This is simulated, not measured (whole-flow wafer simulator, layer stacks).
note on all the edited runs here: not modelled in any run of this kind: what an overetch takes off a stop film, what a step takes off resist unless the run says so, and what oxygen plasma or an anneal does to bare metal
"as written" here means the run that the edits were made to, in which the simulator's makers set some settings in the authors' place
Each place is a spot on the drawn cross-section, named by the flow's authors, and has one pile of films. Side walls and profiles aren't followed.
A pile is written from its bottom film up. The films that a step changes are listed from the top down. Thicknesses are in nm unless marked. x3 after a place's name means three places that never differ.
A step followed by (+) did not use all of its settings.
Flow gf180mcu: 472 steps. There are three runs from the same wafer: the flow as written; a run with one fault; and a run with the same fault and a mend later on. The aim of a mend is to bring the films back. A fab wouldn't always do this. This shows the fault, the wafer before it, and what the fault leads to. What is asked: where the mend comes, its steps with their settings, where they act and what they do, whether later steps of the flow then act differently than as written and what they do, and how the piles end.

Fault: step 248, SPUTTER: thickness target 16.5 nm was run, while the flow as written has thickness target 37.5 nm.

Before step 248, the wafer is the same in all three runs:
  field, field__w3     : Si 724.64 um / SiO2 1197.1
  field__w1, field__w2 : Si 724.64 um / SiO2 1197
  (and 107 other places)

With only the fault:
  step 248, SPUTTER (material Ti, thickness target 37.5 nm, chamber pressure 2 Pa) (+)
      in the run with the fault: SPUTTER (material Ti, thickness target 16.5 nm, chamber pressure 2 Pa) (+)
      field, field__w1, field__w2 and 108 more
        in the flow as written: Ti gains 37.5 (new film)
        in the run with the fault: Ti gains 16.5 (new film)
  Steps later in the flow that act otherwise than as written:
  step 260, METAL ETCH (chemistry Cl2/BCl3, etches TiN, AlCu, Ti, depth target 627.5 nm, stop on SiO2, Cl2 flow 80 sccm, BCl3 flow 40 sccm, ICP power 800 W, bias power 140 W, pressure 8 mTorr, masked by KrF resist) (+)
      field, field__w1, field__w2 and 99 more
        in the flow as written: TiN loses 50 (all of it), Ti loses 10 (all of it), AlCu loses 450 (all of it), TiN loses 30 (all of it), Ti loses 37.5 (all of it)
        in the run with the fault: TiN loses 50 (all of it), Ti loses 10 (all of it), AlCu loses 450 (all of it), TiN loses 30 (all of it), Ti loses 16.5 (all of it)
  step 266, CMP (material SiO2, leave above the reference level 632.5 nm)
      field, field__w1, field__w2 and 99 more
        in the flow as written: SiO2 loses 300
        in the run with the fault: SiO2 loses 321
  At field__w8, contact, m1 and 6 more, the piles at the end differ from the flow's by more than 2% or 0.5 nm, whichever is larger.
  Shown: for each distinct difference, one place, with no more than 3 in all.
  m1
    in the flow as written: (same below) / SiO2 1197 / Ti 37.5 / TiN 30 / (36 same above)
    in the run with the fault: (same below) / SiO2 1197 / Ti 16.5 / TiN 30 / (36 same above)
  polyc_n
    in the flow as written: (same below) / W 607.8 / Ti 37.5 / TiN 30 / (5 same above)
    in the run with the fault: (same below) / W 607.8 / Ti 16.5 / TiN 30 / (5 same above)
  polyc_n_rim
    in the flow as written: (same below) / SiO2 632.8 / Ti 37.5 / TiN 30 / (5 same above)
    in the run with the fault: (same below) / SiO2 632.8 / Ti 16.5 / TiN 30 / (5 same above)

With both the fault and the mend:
  The mend follows step 248.
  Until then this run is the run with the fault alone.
  step 248a, SPUTTER (material Ti, thickness target 21 nm, chamber pressure 2 Pa) (+) (the flow's step 248, run once more with other settings)
      field, field__w1, field__w2 and 108 more
        Ti gains 21
  None of the later steps of the flow acts differently than as written at any place that is followed.
  At every place that both follow, the piles at the end match the flow's.
